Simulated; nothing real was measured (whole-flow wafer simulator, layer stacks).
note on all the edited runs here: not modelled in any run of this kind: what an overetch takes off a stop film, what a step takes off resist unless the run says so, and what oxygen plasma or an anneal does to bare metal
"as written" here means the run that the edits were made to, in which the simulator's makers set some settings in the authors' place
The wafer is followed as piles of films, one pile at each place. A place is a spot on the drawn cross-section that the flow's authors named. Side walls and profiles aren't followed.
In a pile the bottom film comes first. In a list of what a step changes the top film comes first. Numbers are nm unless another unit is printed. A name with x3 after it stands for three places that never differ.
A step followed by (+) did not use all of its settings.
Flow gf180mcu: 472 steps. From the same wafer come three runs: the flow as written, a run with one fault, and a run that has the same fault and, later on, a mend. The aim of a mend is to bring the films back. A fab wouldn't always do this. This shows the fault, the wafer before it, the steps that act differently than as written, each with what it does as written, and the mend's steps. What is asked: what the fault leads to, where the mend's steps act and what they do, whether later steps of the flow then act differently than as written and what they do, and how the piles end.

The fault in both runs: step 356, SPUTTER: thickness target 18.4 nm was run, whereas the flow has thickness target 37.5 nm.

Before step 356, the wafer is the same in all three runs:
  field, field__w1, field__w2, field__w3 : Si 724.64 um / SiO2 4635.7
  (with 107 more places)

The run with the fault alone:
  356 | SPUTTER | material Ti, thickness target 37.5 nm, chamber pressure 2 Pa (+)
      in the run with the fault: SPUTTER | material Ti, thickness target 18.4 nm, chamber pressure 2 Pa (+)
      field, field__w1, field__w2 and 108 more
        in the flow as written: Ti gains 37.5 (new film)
        in the run with the fault: Ti gains 18.4 (new film)
  Steps later in the flow that act otherwise than as written:
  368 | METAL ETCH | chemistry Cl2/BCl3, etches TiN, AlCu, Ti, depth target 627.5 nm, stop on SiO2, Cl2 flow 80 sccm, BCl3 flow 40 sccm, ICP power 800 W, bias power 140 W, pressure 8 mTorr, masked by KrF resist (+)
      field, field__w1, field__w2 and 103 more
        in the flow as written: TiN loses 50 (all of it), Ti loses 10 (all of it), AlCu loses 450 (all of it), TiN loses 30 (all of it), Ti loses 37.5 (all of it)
        in the run with the fault: TiN loses 50 (all of it), Ti loses 10 (all of it), AlCu loses 450 (all of it), TiN loses 30 (all of it), Ti loses 18.4 (all of it)
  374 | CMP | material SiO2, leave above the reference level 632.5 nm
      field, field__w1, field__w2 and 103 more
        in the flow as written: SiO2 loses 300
        in the run with the fault: SiO2 loses 319.1
  The piles end different from the flow's at field__w8, contact, m1, m1__w1, m1_nw by more than 2% or 0.5 nm, whichever is larger.
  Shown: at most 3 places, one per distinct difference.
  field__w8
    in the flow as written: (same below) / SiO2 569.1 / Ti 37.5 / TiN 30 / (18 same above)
    in the run with the fault: (same below) / SiO2 569.1 / Ti 18.4 / TiN 30 / (18 same above)
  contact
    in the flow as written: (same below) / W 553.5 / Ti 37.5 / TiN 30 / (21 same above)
    in the run with the fault: (same below) / W 553.5 / Ti 18.4 / TiN 30 / (21 same above)

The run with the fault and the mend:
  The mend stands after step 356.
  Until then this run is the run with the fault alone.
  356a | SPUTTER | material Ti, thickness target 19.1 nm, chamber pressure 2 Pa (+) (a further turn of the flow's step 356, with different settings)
      field, field__w1, field__w2 and 108 more
        Ti gains 19.1
  None of the later steps of the flow acts differently than as written at any place that is followed.
  By the end, the piles equal the flow's at every place that both follow.
